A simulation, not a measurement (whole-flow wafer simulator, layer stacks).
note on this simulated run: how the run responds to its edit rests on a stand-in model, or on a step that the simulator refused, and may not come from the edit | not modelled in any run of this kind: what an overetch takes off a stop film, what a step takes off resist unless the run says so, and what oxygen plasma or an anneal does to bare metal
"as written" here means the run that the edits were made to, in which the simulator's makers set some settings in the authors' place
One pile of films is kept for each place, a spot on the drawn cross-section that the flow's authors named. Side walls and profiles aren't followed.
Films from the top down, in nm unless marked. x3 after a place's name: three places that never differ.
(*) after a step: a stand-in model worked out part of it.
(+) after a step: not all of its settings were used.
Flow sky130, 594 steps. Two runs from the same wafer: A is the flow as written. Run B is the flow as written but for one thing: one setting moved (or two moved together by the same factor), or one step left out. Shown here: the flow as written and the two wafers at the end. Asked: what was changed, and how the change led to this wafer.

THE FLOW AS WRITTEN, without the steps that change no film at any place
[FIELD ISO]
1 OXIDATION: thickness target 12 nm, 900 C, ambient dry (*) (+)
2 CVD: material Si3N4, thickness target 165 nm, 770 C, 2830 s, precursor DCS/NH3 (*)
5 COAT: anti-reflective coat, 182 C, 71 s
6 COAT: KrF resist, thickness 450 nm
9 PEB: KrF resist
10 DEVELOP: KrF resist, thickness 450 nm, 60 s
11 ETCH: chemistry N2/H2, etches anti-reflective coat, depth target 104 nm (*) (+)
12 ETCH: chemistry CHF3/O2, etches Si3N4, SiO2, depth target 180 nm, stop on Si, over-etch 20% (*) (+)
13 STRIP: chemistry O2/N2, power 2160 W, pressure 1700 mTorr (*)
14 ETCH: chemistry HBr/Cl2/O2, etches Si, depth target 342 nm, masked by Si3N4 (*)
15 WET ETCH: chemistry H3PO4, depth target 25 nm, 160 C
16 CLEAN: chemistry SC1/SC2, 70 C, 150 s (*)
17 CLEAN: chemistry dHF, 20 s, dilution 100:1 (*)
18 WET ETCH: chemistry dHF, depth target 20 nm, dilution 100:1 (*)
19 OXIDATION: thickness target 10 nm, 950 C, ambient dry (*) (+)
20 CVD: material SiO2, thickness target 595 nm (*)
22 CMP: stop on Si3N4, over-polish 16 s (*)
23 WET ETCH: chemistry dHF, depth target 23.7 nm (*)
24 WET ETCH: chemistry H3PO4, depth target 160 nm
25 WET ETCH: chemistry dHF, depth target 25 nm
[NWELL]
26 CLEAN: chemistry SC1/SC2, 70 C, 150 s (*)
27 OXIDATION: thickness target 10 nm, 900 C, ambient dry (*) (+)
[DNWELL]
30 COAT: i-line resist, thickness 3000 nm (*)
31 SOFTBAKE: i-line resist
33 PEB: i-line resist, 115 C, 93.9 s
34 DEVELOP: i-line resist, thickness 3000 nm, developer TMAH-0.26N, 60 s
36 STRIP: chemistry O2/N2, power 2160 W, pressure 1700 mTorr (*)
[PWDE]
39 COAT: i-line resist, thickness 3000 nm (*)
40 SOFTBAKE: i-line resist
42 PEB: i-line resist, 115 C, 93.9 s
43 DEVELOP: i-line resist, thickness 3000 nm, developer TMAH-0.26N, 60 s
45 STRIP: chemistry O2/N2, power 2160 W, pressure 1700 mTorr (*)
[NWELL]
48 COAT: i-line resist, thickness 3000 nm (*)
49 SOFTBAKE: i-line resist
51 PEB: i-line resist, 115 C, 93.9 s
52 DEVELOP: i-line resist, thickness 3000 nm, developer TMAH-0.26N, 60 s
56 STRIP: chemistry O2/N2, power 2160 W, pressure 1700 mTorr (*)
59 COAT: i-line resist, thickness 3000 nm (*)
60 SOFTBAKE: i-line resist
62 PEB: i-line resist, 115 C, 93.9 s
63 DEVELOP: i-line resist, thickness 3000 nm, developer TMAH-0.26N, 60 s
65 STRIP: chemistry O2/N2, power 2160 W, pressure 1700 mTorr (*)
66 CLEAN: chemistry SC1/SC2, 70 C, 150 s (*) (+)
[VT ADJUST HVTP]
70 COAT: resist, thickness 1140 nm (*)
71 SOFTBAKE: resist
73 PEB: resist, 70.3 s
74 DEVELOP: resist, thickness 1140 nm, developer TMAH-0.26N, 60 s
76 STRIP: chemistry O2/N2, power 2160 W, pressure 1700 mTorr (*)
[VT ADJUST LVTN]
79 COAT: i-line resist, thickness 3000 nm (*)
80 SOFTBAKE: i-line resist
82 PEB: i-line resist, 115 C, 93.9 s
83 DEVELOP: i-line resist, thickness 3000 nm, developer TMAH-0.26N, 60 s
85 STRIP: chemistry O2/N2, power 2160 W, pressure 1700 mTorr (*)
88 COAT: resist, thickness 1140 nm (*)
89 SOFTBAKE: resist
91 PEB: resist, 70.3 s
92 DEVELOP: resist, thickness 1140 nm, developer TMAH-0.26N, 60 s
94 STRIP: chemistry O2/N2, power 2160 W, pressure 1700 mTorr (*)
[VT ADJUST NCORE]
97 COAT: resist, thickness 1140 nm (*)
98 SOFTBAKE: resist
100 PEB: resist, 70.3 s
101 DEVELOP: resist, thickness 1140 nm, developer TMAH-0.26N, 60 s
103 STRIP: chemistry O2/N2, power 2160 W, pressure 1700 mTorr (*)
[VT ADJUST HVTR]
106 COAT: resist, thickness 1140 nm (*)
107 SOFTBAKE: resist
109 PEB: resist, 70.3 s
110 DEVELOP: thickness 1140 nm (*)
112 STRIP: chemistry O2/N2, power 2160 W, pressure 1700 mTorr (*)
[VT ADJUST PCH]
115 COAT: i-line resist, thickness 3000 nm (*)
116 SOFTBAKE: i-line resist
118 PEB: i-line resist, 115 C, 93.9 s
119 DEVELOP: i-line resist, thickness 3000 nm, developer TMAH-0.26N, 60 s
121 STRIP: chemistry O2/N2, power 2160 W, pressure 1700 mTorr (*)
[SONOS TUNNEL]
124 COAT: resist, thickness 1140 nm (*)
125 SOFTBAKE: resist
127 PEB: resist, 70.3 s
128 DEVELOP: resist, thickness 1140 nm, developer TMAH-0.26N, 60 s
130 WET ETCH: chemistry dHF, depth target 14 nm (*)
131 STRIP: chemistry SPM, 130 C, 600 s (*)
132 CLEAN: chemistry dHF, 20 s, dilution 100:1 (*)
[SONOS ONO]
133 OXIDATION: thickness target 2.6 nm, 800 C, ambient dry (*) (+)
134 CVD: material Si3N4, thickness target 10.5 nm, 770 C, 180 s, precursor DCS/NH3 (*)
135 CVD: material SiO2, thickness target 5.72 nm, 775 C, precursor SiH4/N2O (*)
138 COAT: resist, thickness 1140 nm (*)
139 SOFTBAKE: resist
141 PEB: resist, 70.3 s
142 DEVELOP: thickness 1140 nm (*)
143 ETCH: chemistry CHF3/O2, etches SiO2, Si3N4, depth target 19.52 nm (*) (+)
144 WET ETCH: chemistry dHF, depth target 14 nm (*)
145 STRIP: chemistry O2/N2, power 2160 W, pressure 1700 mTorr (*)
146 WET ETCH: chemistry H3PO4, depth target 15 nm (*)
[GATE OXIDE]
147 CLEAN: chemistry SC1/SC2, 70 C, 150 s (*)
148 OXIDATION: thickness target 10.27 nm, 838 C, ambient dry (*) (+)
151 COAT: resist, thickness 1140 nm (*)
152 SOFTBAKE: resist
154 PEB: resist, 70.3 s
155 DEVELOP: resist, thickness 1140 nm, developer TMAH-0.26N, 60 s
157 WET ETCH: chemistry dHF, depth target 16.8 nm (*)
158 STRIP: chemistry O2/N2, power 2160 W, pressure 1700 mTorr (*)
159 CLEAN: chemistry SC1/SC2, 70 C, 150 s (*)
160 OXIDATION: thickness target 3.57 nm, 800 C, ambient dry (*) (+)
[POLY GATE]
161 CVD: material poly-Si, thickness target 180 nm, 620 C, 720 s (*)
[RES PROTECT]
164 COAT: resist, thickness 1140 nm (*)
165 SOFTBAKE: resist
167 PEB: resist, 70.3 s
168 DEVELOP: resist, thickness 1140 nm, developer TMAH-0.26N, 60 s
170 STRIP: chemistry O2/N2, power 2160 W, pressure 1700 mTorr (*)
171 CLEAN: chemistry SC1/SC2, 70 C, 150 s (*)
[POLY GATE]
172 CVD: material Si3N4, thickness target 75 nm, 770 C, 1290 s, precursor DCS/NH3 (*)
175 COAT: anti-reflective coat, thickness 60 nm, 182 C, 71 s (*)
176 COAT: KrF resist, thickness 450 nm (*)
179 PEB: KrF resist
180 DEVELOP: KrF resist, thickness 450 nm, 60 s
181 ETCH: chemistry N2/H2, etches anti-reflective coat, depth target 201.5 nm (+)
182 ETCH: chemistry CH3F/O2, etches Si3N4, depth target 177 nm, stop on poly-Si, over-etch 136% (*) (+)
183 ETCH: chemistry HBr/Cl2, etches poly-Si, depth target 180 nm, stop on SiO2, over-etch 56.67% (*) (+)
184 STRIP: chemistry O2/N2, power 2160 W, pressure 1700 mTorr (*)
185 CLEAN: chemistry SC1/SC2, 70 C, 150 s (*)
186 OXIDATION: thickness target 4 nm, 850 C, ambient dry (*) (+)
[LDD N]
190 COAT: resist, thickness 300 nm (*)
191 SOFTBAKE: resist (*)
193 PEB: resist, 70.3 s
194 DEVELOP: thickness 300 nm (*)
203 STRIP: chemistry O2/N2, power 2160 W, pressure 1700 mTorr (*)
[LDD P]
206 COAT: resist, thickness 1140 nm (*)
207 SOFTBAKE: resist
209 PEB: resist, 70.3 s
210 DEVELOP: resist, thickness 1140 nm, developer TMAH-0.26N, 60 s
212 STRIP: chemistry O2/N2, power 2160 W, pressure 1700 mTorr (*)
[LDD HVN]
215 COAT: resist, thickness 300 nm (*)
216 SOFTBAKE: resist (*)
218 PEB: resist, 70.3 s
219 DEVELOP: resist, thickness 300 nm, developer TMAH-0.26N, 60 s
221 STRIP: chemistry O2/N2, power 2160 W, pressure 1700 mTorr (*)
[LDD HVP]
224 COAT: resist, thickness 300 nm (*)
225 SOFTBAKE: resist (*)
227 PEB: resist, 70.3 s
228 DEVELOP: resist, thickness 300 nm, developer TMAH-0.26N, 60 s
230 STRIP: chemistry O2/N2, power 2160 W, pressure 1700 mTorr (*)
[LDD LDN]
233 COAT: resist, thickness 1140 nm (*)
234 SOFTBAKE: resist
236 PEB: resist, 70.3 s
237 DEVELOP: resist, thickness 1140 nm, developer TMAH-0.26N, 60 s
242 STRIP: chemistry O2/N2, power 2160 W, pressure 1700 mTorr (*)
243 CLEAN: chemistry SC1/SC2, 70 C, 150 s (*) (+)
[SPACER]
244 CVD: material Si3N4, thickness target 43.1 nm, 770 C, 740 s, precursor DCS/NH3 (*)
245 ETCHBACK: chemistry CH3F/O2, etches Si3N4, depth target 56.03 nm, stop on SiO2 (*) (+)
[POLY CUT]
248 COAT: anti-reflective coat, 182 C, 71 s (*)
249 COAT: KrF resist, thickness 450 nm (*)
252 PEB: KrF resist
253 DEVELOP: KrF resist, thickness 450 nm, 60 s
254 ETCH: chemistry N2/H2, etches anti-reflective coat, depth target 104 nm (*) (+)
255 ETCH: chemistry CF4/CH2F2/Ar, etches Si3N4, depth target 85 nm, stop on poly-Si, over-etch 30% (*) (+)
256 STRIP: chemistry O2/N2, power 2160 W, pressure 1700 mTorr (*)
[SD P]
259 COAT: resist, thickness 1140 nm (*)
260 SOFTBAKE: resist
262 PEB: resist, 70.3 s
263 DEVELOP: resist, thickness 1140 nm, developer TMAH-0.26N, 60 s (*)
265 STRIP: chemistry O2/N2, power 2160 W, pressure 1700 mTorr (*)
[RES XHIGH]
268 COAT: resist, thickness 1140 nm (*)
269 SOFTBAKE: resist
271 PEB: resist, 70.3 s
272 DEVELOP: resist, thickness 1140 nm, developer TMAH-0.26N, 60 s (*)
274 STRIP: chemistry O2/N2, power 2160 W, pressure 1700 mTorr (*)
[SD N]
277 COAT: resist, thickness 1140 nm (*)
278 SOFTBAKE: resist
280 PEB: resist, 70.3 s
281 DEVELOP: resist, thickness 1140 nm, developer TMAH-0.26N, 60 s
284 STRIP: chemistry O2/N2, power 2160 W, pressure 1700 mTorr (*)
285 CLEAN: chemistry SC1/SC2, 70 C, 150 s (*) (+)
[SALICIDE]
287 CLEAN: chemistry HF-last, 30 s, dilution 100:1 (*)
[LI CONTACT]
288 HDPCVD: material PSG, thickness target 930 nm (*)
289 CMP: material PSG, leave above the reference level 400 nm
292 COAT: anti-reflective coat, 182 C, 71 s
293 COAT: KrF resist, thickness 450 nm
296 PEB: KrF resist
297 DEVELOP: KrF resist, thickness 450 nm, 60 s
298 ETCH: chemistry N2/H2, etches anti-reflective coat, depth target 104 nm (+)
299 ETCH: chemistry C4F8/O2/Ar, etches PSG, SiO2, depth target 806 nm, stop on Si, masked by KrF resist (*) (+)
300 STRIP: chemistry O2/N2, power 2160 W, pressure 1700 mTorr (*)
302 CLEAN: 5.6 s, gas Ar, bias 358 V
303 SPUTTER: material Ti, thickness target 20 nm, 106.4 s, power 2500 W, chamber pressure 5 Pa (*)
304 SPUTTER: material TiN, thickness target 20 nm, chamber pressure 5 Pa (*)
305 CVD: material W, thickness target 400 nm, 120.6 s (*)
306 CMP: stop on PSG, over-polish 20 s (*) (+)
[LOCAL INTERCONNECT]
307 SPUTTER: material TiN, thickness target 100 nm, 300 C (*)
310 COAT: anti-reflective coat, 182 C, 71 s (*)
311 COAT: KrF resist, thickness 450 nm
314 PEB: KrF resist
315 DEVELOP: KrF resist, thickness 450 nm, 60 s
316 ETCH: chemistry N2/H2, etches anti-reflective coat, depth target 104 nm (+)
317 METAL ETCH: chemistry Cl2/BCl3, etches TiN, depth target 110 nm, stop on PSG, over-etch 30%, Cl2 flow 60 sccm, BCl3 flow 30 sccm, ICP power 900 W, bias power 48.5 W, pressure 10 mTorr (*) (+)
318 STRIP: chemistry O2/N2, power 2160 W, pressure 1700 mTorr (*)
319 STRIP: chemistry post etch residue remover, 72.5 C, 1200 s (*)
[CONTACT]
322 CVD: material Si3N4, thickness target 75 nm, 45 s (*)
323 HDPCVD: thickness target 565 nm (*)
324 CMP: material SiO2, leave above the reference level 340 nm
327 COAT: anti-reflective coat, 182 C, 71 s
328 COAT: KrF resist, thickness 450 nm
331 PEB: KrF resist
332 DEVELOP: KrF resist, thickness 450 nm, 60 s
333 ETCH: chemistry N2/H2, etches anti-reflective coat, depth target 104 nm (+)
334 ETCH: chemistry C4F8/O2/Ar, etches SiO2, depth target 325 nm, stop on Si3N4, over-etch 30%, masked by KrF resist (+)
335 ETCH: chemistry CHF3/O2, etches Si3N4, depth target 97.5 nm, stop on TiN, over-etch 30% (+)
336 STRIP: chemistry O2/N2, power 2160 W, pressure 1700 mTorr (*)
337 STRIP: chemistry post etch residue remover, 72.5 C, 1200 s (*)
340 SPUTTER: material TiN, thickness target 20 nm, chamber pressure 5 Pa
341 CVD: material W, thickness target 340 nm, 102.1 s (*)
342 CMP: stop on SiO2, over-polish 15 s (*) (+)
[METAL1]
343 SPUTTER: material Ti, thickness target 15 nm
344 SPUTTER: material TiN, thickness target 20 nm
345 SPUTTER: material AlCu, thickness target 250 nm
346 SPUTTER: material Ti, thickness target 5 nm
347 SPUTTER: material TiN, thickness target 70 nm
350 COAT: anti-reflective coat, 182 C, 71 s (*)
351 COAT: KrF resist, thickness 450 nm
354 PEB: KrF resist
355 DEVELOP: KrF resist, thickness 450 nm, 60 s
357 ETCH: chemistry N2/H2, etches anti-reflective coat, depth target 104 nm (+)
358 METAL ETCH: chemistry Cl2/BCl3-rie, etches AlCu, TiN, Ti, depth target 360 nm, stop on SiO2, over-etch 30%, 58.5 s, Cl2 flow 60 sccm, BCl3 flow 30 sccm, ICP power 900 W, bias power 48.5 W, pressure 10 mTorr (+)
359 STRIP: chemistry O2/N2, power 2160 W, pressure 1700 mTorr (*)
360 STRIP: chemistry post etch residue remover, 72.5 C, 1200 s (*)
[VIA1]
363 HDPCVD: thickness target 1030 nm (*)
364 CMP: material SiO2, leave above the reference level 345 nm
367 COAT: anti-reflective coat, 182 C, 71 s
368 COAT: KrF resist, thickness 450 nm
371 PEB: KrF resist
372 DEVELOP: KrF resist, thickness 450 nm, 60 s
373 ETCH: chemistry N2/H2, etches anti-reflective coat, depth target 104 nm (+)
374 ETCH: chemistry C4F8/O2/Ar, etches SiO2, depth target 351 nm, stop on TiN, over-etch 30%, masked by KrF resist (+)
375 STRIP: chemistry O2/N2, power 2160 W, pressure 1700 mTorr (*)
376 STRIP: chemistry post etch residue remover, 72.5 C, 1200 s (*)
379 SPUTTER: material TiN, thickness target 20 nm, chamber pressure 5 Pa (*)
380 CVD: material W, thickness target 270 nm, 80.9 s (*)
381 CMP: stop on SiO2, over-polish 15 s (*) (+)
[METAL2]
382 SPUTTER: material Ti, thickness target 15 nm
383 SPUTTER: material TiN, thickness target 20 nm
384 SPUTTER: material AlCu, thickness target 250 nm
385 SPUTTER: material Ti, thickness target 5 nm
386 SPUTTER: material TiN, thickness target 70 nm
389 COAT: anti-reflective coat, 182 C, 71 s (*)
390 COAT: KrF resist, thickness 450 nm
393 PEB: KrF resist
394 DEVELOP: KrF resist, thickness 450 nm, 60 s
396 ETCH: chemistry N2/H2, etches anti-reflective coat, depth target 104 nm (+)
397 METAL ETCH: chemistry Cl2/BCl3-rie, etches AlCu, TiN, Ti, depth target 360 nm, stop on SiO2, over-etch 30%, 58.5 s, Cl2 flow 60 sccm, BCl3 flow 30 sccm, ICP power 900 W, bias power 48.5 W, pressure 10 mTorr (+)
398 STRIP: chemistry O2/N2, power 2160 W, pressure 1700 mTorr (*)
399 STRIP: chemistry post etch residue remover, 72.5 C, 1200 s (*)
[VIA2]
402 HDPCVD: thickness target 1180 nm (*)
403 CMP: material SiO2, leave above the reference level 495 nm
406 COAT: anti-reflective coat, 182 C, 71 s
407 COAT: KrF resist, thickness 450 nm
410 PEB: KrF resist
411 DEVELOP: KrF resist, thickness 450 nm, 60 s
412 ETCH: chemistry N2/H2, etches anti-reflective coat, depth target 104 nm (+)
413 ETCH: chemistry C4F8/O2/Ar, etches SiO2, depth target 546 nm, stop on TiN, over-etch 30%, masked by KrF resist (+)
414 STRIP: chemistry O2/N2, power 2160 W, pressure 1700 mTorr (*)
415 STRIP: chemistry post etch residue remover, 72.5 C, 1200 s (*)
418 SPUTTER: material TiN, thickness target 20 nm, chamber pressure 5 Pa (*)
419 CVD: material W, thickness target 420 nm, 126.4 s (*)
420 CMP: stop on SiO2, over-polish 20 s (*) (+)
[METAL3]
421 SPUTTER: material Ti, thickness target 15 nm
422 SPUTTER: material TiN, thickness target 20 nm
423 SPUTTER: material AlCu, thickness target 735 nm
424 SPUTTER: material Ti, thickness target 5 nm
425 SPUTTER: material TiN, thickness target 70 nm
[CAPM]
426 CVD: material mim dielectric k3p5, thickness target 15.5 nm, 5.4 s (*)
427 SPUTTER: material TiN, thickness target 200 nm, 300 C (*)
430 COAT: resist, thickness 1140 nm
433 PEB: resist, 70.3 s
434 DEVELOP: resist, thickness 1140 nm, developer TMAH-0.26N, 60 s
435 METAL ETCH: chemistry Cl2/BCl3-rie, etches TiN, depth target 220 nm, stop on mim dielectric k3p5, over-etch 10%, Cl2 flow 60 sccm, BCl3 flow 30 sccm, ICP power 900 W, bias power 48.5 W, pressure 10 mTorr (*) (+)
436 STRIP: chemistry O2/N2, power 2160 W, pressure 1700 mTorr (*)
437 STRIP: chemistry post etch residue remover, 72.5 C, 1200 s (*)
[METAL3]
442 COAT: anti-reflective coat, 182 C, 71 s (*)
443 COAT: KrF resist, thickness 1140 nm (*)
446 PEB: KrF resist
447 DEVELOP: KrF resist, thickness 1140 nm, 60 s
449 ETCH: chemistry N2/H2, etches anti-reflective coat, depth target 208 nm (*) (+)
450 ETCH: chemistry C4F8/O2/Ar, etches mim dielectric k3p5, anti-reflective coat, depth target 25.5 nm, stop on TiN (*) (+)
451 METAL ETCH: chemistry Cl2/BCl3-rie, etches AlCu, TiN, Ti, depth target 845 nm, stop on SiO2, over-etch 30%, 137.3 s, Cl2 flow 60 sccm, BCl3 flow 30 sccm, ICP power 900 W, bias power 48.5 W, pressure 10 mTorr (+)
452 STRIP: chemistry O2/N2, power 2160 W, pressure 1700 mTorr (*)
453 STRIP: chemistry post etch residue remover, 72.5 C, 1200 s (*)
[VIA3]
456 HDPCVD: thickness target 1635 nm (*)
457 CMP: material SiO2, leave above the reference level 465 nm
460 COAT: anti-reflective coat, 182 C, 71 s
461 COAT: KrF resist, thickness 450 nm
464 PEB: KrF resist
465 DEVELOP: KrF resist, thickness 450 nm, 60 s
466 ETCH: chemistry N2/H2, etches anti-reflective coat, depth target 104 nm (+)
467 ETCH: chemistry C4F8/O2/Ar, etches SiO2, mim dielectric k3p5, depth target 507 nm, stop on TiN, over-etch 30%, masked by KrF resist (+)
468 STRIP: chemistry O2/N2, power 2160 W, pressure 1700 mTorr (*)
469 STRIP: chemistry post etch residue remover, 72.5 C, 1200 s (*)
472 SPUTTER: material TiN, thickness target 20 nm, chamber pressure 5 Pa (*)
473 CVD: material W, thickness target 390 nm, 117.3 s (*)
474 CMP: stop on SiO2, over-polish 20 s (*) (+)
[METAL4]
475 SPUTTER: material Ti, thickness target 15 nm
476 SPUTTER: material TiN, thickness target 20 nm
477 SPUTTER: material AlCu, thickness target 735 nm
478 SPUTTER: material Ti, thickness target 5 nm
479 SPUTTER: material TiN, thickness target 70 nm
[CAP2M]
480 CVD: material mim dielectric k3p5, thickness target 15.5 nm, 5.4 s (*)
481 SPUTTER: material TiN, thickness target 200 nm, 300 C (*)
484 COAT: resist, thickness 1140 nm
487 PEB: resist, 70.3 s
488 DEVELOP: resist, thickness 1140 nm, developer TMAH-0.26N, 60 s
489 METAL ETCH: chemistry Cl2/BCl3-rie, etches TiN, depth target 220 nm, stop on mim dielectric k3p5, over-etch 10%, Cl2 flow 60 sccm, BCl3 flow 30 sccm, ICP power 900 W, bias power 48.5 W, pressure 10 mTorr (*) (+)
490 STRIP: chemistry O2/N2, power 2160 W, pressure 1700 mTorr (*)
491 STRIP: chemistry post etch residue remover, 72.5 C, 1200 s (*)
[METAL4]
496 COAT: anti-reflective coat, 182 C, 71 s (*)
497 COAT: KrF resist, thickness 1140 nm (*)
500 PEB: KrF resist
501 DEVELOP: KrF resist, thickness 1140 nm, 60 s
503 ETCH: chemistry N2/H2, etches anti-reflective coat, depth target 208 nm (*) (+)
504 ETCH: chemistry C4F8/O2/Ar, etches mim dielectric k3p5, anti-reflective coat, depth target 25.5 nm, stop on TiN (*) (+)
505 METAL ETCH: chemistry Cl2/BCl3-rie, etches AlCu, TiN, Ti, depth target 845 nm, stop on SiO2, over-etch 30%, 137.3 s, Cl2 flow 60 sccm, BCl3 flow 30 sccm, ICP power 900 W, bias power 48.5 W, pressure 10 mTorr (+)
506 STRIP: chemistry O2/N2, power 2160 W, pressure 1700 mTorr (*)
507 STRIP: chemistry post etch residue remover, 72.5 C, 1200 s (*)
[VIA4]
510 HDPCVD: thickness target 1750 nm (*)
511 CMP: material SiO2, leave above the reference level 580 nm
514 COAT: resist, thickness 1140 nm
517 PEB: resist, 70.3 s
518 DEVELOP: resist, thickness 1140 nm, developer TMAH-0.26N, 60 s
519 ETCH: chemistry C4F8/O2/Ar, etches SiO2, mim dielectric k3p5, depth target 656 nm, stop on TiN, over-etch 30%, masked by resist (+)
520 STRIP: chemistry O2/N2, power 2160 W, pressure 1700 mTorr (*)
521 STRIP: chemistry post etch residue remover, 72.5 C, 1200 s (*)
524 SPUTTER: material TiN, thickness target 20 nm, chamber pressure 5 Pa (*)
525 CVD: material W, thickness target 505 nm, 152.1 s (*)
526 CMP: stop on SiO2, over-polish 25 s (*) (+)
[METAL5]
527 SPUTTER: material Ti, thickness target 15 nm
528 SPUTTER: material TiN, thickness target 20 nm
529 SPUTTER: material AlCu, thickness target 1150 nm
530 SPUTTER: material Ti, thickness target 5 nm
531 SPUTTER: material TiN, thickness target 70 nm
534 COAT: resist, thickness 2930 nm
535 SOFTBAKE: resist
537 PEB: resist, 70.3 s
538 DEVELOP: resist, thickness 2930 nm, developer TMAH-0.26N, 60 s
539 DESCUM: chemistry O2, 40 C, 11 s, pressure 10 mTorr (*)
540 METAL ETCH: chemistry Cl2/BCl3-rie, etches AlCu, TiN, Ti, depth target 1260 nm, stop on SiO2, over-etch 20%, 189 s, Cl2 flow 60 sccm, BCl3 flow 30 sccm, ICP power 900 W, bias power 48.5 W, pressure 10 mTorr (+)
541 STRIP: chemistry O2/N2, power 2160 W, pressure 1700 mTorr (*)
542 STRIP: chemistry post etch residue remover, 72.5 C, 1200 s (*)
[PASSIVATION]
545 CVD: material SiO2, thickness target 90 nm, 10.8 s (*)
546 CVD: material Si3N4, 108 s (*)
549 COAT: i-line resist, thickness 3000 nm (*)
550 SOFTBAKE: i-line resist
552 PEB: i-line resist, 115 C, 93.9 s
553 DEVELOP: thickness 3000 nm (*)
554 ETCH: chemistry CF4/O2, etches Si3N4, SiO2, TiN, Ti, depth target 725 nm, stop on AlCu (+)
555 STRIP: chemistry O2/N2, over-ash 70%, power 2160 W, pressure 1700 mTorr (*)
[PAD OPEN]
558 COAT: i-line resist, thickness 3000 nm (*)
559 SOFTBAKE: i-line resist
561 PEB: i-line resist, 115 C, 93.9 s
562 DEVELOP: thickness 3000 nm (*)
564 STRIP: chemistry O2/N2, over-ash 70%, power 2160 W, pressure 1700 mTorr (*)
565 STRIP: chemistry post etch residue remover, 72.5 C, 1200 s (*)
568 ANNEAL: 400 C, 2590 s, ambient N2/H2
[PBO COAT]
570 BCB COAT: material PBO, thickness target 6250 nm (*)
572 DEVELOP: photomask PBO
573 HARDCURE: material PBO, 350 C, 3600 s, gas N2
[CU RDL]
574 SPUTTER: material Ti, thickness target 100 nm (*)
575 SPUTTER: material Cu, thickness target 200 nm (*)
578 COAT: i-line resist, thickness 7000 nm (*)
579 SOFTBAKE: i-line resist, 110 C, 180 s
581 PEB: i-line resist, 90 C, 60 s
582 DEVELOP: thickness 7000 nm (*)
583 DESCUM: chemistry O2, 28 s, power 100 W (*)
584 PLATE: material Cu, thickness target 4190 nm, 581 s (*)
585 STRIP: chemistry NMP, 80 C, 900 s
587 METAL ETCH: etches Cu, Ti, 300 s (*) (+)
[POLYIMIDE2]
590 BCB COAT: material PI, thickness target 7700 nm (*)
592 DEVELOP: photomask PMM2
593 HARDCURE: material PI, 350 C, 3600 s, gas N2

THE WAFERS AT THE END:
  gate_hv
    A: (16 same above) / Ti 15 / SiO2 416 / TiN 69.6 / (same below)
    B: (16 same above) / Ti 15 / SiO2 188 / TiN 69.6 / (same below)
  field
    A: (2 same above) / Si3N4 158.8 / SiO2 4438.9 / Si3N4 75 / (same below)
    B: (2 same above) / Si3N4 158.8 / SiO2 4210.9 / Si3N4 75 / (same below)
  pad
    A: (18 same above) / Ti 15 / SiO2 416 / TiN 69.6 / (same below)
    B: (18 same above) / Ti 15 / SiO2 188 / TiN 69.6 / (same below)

The cause: step 403, CMP: leave above the reference level 267 nm was run, where the flow has leave above the reference level 495 nm.

How the change led to this, step by step:
  403 CMP: material SiO2, leave above the reference level 495 nm
      n_well, p_well, gate_hv and 101 more: A SiO2 -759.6 | B SiO2 -987.6
      field, active, gate and 82 more: A SiO2 -389.1 | B SiO2 -617.1
      (and at 2 more places)
  413 ETCH: chemistry C4F8/O2/Ar, etches SiO2, depth target 546 nm, stop on TiN, over-etch 30%, masked by KrF resist (+)
      field, active, n_well and 186 more: A KrF resist -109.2 | B KrF resist -50
      m1: A SiO2 -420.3 (all of it) | B SiO2 -192.3 (all of it)
      (and at 1 more place)
  414 STRIP: chemistry O2/N2, power 2160 W, pressure 1700 mTorr (*)
      field, active, n_well and 186 more: A KrF resist -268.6 (all of it), anti-reflective coat -80 (all of it) | B KrF resist -327.8 (all of it), anti-reflective coat -80 (all of it)
  418 SPUTTER: material TiN, thickness target 20 nm, chamber pressure 5 Pa (*)
      m1, via2_hole: A TiN +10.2 | B TiN +13.7
  419 CVD: material W, thickness target 420 nm, 126.4 s (*)
      m1: A W +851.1 (new film) | B W +619.6 (new film)
      via2_hole: A W +850.7 (new film) | B W +619.2 (new film)
